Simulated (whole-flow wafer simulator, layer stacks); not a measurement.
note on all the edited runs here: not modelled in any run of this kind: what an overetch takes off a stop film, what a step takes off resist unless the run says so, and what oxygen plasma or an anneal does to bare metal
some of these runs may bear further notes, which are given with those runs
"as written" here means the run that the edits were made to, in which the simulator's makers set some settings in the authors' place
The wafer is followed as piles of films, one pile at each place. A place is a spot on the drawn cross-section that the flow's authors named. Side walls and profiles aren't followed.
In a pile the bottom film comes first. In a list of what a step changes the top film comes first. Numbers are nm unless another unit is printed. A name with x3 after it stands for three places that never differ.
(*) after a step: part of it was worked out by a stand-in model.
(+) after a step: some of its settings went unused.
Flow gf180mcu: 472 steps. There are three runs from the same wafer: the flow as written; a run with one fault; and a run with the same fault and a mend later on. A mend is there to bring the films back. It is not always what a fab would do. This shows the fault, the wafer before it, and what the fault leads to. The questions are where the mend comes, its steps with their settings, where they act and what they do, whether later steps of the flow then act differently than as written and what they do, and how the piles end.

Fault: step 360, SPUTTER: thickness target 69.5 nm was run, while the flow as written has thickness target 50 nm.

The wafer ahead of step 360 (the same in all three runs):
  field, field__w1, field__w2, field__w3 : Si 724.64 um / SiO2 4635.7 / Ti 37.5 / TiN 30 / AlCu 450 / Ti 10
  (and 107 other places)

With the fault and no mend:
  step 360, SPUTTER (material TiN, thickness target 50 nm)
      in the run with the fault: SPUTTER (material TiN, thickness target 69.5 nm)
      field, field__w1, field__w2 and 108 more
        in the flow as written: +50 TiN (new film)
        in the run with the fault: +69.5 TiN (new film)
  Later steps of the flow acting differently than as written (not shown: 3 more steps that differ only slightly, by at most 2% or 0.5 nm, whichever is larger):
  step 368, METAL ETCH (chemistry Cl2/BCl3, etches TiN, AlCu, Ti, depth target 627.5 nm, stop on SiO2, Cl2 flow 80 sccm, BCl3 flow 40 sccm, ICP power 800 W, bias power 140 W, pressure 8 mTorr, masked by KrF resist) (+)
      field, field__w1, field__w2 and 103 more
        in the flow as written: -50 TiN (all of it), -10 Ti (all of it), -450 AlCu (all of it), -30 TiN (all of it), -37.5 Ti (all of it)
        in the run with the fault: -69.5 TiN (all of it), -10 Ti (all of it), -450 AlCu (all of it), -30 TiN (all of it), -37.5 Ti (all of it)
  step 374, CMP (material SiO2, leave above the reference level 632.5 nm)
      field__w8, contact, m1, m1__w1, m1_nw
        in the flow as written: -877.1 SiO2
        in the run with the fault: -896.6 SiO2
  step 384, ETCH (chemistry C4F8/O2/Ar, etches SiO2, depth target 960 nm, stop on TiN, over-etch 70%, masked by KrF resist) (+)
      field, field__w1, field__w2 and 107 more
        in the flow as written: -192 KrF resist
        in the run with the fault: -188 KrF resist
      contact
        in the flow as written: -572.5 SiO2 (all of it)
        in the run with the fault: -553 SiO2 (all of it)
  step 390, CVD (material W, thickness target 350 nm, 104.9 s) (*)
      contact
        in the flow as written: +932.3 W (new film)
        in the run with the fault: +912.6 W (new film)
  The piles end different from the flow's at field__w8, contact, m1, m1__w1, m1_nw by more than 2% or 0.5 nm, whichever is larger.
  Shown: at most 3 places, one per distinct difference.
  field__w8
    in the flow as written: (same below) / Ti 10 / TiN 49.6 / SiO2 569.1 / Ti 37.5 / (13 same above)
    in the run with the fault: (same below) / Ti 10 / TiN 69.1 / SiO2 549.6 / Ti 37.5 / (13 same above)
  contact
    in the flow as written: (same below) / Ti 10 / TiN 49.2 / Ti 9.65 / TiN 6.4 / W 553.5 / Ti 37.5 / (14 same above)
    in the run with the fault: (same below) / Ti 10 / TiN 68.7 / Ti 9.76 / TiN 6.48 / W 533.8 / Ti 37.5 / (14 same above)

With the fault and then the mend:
  The mend follows step 367.
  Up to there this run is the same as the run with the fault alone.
  step 367a, STRIP (chemistry O2/N2, power 2160 W, pressure 1700 mTorr) (*)
      field__w8, contact, m1, m1__w1, m1_nw
        -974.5 KrF resist (all of it)
  step 367b, METAL ETCH (chemistry Cl2/BCl3, etches TiN, AlCu, Ti, depth target 19.5 nm, Cl2 flow 80 sccm, BCl3 flow 40 sccm, ICP power 800 W, bias power 140 W, pressure 8 mTorr) (a further turn of the flow's step 260, with different settings)
      field, field__w1, field__w2 and 108 more
        -19.5 TiN
  step 367c, HMDS (120 C, 60 s) (a further turn of the flow's step 362)
      alters no film at any place that is followed
  step 367d, COAT (KrF resist, thickness 1000 nm) (a further turn of the flow's step 363)
      field, field__w1, field__w2 and 108 more
        +1000 KrF resist (new film)
  step 367e, SOFTBAKE (KrF resist) (a further turn of the flow's step 364)
      alters no film at any place that is followed
  step 367f, EXPOSE (photomask Metal4) (a further turn of the flow's step 365)
      alters no film at any place that is followed
  step 367g, PEB (KrF resist, 135 C, 90 s) (a further turn of the flow's step 366)
      field, field__w1, field__w2 and 108 more
        -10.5 KrF resist
  step 367h, DEVELOP (thickness 1000 nm, 60 s) (a further turn of the flow's step 367)
      field, field__w1, field__w2 and 103 more
        -989.5 KrF resist (all of it)
      field__w8, contact, m1, m1__w1, m1_nw
        -14.9 KrF resist
  Later steps of the flow that are run all act as written at every place that is followed.
  At every place that both follow, the piles at the end match the flow's.
